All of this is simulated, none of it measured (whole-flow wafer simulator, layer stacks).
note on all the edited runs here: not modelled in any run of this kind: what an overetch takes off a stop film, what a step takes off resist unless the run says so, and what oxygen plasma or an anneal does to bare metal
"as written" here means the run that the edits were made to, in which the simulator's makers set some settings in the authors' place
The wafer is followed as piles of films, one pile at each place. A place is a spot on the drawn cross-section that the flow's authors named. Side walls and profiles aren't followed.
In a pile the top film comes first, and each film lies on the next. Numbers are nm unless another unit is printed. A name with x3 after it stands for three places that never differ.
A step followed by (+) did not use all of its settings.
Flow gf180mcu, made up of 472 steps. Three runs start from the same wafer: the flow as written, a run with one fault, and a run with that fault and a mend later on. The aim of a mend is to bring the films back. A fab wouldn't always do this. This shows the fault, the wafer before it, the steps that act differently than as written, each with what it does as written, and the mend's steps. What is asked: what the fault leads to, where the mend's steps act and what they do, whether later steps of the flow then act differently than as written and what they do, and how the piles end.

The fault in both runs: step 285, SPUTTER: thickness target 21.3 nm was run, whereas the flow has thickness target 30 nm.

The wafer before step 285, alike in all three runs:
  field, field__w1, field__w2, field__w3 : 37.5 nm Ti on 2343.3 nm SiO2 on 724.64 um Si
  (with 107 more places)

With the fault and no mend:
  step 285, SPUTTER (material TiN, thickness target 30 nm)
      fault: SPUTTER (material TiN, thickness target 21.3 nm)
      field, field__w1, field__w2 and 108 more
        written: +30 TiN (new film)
        fault: +21.3 TiN (new film)
  Steps later in the flow that act otherwise than as written:
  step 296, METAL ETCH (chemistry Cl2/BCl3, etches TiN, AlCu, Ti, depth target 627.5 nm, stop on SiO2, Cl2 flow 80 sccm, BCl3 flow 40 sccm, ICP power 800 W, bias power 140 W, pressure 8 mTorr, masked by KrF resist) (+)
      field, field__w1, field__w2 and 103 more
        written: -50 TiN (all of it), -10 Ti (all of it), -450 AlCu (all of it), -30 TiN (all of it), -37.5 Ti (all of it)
        fault: -50 TiN (all of it), -10 Ti (all of it), -450 AlCu (all of it), -21.3 TiN (all of it), -37.5 Ti (all of it)
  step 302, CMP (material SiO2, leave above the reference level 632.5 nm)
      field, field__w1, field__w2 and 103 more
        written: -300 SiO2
        fault: -308.7 SiO2
  At field__w8, contact, m1, m1__w1, m1_nw, the piles at the end differ from the flow's by more than 2% or 0.5 nm, whichever is larger.
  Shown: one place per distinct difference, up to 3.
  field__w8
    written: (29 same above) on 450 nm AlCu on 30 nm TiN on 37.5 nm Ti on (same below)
    fault: (29 same above) on 450 nm AlCu on 21.3 nm TiN on 37.5 nm Ti on (same below)
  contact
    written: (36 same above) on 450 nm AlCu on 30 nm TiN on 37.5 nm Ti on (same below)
    fault: (36 same above) on 450 nm AlCu on 21.3 nm TiN on 37.5 nm Ti on (same below)

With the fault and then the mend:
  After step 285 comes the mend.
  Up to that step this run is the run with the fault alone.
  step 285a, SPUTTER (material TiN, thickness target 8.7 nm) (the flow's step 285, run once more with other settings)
      field, field__w1, field__w2 and 108 more
        +8.7 TiN
  Every later step of the flow that is run acts as written at every place that is followed.
  At every place that both follow, the piles at the end match the flow's.
